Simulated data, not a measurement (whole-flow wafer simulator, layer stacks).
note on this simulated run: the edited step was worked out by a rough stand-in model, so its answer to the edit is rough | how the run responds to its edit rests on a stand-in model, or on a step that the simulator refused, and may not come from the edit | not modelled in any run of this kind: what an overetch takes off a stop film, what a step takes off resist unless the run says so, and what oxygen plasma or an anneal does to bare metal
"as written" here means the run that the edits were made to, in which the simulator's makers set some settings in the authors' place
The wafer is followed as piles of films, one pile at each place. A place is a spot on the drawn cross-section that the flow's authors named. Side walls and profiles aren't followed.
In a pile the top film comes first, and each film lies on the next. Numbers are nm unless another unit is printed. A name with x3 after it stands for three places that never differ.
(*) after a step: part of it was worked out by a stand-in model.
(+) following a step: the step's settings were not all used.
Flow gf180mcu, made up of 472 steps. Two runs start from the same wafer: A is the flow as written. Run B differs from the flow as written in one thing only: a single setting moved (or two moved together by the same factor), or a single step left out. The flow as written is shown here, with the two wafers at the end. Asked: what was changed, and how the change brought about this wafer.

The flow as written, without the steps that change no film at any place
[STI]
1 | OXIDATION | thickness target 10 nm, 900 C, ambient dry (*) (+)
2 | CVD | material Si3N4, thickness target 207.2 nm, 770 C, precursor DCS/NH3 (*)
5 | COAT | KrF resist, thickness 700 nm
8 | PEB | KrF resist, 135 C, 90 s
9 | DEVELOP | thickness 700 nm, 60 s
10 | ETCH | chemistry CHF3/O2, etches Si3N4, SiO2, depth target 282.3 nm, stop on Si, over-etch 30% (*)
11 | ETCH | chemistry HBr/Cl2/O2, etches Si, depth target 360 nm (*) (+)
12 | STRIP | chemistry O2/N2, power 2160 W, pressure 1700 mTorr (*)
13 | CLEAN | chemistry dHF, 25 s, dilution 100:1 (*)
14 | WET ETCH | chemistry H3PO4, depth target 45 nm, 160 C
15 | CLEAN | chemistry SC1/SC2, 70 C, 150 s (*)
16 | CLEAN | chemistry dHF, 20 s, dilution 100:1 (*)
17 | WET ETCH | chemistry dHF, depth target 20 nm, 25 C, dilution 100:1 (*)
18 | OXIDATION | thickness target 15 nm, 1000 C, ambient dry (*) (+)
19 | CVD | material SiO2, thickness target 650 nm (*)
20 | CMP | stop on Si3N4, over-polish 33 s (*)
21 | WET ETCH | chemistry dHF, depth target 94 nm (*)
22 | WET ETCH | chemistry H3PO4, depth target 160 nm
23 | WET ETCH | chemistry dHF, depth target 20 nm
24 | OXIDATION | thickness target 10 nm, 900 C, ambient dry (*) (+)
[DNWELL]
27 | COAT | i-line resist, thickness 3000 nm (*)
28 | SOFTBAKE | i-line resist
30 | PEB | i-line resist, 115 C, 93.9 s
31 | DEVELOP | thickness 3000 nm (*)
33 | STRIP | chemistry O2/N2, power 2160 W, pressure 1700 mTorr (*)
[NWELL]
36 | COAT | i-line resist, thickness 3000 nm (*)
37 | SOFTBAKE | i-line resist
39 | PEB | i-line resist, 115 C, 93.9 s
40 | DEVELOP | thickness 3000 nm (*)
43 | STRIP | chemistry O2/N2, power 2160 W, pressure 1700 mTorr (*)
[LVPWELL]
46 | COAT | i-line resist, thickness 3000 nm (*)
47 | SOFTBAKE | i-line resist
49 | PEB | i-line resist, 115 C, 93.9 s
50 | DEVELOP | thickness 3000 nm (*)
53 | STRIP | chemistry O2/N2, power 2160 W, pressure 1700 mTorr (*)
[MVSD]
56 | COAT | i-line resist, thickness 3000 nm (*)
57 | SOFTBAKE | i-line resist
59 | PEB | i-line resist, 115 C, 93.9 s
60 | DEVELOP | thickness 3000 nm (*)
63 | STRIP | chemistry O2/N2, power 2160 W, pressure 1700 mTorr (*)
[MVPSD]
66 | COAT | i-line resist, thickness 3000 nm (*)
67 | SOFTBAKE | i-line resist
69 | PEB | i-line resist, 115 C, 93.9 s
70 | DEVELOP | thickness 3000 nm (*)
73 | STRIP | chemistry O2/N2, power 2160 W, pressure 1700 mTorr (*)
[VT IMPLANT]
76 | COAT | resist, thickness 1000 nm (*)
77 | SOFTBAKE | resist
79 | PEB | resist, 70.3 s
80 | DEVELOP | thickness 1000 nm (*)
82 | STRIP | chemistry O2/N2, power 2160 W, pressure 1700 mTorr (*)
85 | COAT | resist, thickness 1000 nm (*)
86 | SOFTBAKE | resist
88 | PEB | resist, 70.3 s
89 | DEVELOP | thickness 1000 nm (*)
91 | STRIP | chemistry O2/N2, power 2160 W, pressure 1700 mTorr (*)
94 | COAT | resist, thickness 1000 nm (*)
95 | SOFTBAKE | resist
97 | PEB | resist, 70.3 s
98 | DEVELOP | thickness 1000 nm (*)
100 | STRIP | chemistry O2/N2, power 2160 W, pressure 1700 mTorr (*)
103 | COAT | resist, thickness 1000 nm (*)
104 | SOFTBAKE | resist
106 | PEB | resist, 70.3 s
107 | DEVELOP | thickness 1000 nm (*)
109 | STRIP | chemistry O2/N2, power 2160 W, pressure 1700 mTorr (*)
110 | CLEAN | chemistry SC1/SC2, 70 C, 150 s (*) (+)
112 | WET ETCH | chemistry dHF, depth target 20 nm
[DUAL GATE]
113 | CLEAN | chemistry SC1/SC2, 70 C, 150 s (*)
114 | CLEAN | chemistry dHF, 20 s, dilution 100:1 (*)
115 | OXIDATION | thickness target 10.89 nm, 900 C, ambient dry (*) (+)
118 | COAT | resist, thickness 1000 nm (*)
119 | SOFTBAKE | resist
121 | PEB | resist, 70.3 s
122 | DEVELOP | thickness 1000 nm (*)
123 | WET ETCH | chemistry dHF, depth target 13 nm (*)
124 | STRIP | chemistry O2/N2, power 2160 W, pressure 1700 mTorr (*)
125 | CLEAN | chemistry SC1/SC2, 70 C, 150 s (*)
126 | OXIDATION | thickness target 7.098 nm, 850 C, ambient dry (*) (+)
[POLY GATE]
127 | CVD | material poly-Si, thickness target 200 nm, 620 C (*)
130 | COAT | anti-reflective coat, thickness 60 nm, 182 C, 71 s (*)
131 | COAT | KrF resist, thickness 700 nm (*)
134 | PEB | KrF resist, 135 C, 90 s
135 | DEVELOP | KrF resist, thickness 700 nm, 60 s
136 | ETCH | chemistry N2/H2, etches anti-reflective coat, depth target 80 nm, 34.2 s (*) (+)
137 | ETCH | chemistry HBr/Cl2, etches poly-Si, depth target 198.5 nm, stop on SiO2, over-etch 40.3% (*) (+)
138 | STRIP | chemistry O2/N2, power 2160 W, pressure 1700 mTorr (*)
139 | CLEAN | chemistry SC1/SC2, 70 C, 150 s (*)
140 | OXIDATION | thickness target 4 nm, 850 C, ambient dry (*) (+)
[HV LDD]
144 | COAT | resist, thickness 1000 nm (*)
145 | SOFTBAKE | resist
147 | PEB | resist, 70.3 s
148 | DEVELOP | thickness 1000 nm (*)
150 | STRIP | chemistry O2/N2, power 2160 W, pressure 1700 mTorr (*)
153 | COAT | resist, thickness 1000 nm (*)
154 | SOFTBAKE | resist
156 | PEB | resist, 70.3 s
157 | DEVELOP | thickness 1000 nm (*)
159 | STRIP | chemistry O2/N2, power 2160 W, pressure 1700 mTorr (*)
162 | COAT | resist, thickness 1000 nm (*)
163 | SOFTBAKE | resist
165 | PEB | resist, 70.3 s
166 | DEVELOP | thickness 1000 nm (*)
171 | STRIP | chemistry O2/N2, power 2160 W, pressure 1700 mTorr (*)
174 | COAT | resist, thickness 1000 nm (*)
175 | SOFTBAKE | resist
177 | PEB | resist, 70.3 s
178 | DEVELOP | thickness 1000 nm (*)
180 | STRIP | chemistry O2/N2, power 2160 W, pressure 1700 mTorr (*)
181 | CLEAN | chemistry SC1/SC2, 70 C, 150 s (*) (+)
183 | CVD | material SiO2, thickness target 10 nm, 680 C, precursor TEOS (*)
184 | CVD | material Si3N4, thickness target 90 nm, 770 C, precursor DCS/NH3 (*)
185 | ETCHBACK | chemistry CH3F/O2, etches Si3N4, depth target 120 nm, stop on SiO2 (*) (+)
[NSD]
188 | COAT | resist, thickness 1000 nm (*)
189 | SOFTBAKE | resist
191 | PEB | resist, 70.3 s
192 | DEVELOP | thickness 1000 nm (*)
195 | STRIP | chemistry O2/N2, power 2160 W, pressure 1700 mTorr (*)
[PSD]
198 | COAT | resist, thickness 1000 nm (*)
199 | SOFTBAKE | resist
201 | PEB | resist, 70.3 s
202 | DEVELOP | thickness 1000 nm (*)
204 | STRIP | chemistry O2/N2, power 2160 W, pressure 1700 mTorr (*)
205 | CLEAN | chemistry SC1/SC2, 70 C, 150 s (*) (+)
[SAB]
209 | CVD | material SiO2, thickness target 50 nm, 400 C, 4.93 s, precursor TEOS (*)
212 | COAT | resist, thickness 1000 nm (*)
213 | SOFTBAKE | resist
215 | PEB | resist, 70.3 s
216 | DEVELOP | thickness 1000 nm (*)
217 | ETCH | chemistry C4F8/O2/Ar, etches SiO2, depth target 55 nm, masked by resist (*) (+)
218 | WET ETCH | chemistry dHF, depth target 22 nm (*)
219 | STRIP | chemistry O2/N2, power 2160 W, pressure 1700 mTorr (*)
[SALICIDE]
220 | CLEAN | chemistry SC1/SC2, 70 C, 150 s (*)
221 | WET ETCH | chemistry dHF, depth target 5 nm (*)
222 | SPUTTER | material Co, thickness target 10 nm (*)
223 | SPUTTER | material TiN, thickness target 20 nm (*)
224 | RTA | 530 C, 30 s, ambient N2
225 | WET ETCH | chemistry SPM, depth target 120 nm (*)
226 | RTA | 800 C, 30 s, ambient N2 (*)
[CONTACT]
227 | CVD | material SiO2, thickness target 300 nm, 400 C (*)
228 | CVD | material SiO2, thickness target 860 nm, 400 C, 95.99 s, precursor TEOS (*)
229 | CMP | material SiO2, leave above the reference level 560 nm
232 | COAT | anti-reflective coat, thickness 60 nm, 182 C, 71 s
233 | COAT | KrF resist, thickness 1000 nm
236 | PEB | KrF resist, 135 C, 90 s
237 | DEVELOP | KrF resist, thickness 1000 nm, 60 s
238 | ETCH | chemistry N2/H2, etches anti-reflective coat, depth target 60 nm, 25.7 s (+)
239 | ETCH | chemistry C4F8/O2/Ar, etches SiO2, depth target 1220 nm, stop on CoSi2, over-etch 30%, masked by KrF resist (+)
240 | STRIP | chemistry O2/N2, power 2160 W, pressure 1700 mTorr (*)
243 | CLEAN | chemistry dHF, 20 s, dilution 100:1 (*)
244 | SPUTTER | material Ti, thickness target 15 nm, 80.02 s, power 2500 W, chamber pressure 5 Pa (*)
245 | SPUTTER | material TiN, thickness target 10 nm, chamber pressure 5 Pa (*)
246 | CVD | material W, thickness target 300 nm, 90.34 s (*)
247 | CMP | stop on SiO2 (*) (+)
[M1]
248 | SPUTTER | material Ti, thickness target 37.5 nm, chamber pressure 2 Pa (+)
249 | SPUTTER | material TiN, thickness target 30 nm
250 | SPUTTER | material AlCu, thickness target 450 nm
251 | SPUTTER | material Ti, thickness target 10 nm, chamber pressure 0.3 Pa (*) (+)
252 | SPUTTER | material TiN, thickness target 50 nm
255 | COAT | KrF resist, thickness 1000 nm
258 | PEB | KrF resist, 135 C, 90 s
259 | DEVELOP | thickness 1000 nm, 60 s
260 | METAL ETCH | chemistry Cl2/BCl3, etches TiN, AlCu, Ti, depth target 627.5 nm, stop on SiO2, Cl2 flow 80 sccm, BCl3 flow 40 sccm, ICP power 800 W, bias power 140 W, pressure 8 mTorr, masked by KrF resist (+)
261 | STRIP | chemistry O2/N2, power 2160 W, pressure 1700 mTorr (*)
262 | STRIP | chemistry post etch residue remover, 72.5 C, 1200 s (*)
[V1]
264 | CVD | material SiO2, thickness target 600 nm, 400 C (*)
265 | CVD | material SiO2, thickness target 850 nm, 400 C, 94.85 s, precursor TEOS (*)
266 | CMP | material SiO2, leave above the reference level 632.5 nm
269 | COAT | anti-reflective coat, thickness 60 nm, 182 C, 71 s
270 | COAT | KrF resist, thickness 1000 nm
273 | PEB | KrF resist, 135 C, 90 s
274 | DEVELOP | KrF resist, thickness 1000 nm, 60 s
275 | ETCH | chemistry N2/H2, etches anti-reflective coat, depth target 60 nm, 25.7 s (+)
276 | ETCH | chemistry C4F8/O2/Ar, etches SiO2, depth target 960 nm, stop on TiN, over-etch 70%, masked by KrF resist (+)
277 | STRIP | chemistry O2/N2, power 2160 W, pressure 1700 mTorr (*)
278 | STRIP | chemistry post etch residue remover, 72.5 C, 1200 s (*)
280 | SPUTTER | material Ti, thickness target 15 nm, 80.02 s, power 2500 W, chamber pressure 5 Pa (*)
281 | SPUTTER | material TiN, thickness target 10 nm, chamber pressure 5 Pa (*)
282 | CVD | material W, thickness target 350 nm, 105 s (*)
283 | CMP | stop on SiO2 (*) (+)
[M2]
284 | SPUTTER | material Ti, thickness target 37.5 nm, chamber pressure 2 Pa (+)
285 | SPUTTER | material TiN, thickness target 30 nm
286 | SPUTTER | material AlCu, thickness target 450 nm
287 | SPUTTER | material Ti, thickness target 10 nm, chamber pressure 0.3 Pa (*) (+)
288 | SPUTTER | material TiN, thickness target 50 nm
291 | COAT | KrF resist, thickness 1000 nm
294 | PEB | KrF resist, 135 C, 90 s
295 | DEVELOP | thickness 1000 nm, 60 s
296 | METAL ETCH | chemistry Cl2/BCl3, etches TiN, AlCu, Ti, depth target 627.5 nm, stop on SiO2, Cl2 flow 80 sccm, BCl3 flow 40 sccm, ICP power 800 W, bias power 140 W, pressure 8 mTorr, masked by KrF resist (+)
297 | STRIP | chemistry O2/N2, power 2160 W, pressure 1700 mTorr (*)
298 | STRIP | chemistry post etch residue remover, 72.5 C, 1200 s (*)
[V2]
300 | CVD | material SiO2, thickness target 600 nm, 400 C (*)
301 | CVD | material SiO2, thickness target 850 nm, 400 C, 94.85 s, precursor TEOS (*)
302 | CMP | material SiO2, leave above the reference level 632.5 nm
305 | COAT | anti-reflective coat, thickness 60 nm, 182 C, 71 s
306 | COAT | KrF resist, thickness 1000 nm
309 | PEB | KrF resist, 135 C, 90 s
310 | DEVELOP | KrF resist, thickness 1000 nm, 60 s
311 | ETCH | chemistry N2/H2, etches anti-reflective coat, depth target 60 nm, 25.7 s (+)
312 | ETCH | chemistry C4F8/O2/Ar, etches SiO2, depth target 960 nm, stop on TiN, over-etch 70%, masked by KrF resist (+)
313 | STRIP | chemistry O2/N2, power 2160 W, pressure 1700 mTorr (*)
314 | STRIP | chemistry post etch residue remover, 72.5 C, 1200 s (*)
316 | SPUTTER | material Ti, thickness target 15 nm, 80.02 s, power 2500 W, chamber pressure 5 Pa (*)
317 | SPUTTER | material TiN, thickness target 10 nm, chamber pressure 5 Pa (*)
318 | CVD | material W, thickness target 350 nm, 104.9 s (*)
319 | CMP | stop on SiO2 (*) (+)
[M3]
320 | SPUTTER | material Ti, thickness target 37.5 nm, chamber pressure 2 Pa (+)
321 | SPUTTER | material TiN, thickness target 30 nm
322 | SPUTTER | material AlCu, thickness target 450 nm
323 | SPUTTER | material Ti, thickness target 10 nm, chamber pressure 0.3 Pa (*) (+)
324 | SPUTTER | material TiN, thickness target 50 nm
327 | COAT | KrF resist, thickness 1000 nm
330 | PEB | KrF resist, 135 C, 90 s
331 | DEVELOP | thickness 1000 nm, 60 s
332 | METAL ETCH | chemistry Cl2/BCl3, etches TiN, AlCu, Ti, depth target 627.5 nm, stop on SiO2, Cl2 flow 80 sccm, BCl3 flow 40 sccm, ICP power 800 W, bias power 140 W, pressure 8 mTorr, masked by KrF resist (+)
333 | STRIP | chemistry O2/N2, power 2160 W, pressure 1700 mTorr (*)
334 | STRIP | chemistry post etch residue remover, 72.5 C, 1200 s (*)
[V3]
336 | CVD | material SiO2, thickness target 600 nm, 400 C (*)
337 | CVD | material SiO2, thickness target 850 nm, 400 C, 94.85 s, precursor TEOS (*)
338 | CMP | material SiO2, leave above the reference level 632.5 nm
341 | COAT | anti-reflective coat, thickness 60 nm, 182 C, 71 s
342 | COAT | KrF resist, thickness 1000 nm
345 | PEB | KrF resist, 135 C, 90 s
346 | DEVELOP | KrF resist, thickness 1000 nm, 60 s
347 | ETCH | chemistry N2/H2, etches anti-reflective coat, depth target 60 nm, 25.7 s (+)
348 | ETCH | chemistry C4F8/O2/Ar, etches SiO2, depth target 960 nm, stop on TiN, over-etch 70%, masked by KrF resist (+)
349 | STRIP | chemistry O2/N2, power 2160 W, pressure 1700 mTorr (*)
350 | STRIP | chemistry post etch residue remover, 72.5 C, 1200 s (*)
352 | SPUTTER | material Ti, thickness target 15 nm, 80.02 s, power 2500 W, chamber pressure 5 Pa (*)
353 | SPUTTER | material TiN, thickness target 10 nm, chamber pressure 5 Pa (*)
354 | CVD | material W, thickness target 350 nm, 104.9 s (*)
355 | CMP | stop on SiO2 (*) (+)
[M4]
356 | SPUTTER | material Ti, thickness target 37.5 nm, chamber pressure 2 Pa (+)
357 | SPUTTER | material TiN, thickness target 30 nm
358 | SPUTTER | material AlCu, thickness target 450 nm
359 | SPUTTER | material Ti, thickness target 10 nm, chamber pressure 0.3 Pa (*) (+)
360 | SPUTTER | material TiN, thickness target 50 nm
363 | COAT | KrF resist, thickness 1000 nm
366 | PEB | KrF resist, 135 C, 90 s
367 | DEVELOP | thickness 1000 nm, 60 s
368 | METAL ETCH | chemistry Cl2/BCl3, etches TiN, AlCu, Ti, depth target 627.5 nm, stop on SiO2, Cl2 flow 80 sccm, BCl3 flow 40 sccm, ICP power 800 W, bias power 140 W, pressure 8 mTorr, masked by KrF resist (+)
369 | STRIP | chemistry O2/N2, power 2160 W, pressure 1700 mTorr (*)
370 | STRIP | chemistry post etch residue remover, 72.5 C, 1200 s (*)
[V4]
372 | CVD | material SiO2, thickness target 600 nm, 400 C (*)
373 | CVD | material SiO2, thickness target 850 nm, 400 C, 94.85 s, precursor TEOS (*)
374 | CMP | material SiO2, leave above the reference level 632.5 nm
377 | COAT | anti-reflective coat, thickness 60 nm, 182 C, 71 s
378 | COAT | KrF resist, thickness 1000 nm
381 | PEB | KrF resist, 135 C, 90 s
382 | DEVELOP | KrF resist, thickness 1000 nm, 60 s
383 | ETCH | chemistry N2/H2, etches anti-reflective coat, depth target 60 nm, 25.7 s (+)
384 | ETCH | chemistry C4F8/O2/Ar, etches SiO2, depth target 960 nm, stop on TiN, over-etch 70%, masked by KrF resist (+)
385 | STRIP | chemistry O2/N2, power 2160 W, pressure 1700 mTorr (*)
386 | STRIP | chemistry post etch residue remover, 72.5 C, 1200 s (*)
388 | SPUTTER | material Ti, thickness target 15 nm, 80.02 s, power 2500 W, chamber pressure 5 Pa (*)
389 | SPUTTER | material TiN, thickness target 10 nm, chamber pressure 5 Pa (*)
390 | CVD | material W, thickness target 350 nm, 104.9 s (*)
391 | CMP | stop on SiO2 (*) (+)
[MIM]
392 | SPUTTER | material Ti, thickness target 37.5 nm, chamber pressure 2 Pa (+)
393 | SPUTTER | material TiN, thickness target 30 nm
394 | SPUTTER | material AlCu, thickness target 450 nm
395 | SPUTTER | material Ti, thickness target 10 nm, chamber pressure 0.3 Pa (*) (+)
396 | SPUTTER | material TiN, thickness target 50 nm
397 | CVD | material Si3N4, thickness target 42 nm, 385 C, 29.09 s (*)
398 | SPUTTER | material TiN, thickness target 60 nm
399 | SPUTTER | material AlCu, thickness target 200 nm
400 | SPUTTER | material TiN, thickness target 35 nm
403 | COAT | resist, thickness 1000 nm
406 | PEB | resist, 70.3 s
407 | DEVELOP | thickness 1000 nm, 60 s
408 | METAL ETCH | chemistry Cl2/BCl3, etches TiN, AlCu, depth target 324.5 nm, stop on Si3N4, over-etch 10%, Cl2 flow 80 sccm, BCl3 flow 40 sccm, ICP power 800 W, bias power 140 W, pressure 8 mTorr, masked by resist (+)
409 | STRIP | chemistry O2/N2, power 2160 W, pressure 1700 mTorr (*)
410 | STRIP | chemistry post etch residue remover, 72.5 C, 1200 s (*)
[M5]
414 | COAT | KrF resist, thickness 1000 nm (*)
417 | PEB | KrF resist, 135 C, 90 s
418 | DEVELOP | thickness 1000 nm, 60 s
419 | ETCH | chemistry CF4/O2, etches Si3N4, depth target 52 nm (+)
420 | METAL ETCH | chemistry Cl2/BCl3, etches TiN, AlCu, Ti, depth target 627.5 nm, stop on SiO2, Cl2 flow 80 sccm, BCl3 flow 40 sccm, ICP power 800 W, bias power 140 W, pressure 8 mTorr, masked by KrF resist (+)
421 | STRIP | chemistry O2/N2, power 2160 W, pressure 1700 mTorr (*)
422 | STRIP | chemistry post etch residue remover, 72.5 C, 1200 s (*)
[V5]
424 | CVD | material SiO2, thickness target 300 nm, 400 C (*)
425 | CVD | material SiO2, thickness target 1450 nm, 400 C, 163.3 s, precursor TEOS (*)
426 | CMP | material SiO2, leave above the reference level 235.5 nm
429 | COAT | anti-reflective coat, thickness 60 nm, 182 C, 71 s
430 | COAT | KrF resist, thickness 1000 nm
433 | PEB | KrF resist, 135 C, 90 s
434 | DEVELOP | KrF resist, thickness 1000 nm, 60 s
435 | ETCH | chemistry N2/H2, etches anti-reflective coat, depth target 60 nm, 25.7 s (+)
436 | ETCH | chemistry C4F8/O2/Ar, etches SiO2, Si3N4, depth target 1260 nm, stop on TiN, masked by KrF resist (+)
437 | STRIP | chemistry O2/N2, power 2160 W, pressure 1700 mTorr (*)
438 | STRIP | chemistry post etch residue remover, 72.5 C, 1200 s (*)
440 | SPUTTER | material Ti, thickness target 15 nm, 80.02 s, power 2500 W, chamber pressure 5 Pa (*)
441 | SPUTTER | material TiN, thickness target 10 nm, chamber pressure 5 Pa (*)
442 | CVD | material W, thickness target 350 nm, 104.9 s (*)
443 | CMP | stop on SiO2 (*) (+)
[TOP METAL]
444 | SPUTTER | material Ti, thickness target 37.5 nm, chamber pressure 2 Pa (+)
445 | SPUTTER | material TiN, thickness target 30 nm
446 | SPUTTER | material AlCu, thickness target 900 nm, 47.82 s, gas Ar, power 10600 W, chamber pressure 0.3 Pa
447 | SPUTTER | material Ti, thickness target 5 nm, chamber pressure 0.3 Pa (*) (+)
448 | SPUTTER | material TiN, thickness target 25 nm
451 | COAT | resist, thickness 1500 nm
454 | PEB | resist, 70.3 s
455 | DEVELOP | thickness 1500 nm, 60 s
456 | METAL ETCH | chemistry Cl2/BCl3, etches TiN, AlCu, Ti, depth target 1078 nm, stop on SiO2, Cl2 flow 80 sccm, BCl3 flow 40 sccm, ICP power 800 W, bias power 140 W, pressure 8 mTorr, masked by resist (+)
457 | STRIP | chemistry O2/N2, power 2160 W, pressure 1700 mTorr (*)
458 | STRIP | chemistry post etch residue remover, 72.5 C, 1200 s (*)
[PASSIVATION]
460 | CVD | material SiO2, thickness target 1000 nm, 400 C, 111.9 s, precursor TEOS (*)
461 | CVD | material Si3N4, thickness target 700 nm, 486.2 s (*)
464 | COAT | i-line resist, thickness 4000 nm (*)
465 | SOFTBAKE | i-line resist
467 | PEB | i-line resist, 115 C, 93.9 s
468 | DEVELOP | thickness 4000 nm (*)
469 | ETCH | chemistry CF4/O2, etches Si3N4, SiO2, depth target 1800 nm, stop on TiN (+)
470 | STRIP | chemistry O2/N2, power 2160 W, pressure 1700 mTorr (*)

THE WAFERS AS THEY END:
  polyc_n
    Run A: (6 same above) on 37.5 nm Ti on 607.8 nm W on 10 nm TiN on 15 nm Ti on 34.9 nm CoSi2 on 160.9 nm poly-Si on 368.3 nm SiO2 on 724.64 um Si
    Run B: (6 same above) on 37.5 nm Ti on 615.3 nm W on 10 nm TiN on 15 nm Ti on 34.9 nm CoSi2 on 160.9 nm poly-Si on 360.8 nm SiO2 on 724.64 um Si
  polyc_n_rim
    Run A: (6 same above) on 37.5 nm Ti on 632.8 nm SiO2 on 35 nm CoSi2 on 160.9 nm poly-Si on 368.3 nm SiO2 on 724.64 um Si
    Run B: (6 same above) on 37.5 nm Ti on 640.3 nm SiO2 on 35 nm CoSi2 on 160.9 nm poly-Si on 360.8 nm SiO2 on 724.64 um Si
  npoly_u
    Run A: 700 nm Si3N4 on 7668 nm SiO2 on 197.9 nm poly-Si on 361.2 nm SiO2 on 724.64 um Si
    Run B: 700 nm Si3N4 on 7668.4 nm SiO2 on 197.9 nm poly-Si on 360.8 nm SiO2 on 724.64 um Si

Cause: step 19, CVD: thickness target 504 nm was run, while the flow as written has thickness target 650 nm.

How this came from the change, step by step:
  19 | CVD | material SiO2, thickness target 650 nm (*)
      active, n_well, p_well and 40 more: A +650 SiO2 (new film) | B +504 SiO2 (new film)
      field, field_sub, sti and 23 more: A +650 SiO2 | B +504 SiO2
      (also at 11 further places)
  20 | CMP | stop on Si3N4, over-polish 33 s (*)
      sti, mim_1p0, pad and 11 more: A -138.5 SiO2 | B nothing
      nw_enc_fld, nw_enc_fld_lv: A -142.5 SiO2 | B nothing
      (also at 64 further places)
  28 | SOFTBAKE | i-line resist
      ldn_fp, ldn_drn: A +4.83 i-line resist | B +3.56 i-line resist
      ldn_tap: A +3.25 i-line resist | B +2.4 i-line resist
      (also at 17 further places)
  37 | SOFTBAKE | i-line resist
      ldn_fp, ldn_drn: A +4.83 i-line resist | B +3.56 i-line resist
      ldn_tap: A +3.25 i-line resist | B +2.4 i-line resist
      (also at 17 further places)
  47 | SOFTBAKE | i-line resist
      ldn_fp, ldn_drn: A +4.83 i-line resist | B +3.56 i-line resist
      ldn_tap: A +3.25 i-line resist | B +2.4 i-line resist
      (also at 17 further places)
  57 | SOFTBAKE | i-line resist
      ldn_fp, ldn_drn: A +4.83 i-line resist | B +3.56 i-line resist
      ldn_tap: A +3.25 i-line resist | B +2.4 i-line resist
      (also at 17 further places)
  67 | SOFTBAKE | i-line resist
      ldn_fp, ldn_drn: A +4.83 i-line resist | B +3.56 i-line resist
      ldn_tap: A +3.25 i-line resist | B +2.4 i-line resist
      (also at 17 further places)
  130 | COAT | anti-reflective coat, thickness 60 nm, 182 C, 71 s (*)
      sti, mim_1p0, pad, dice_street: A +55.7 anti-reflective coat (new film) | B +60.2 anti-reflective coat (new film)
      p_well, spacer, sd_n: A +70.9 anti-reflective coat (new film) | B +67.8 anti-reflective coat (new film)
      (also at 25 further places)
  136 | ETCH | chemistry N2/H2, etches anti-reflective coat, depth target 80 nm, 34.2 s (*) (+)
      sti, mim_1p0, pad, dice_street: A -55.7 anti-reflective coat (all of it), -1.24 poly-Si | B -60.2 anti-reflective coat (all of it), -1.12 poly-Si
      p_well, spacer, sd_n: A -70.9 anti-reflective coat (all of it), -0.85 poly-Si | B -67.8 anti-reflective coat (all of it), -0.93 poly-Si
      (also at 21 further places)
  138 | STRIP | chemistry O2/N2, power 2160 W, pressure 1700 mTorr (*)
      polyc_n: A +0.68 chemical SiO2 (new film), -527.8 KrF resist (all of it), -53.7 anti-reflective coat (all of it), -0.3 poly-Si | B +0.68 chemical SiO2 (new film), -528.9 KrF resist (all of it), -58.3 anti-reflective coat (all of it), -0.3 poly-Si
      polyc_n_rim: A +0.68 chemical SiO2 (new film), -528.2 KrF resist (all of it), -53.3 anti-reflective coat (all of it), -0.3 poly-Si | B +0.68 chemical SiO2 (new film), -529 KrF resist (all of it), -58.2 anti-reflective coat (all of it), -0.3 poly-Si
      (also at 2 further places)
  188 | COAT | resist, thickness 1000 nm (*)
      ldp_drn: A +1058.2 resist (new film) | B +1080.4 resist (new film)
  189 | SOFTBAKE | resist
      ldp_drn: A -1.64 resist | B -0.57 resist
  195 | STRIP | chemistry O2/N2, power 2160 W, pressure 1700 mTorr (*)
      ldp_drn: A -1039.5 resist (all of it) | B -1062.3 resist (all of it)
  198 | COAT | resist, thickness 1000 nm (*)
      ldp_drn: A +1058.2 resist (new film) | B +1080.4 resist (new film)
  199 | SOFTBAKE | resist
      ldp_drn: A -1.64 resist | B -0.57 resist
  202 | DEVELOP | thickness 1000 nm (*)
      ldp_drn: A -1039.5 resist (all of it) | B -1062.4 resist (all of it)
  ... another 3 steps ...
  229 | CMP | material SiO2, leave above the reference level 560 nm
      sti, mim_1p0, pad, dice_street, iso_nw_fld, iso_fld_sub: A -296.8 SiO2 | B -289.3 SiO2
      ldn_out, ldn_fld__w1, ldp_out, ldp_fld__w2, ldp_fld__w3: A -311 SiO2 | B -303.5 SiO2
      (also at 3 further places)
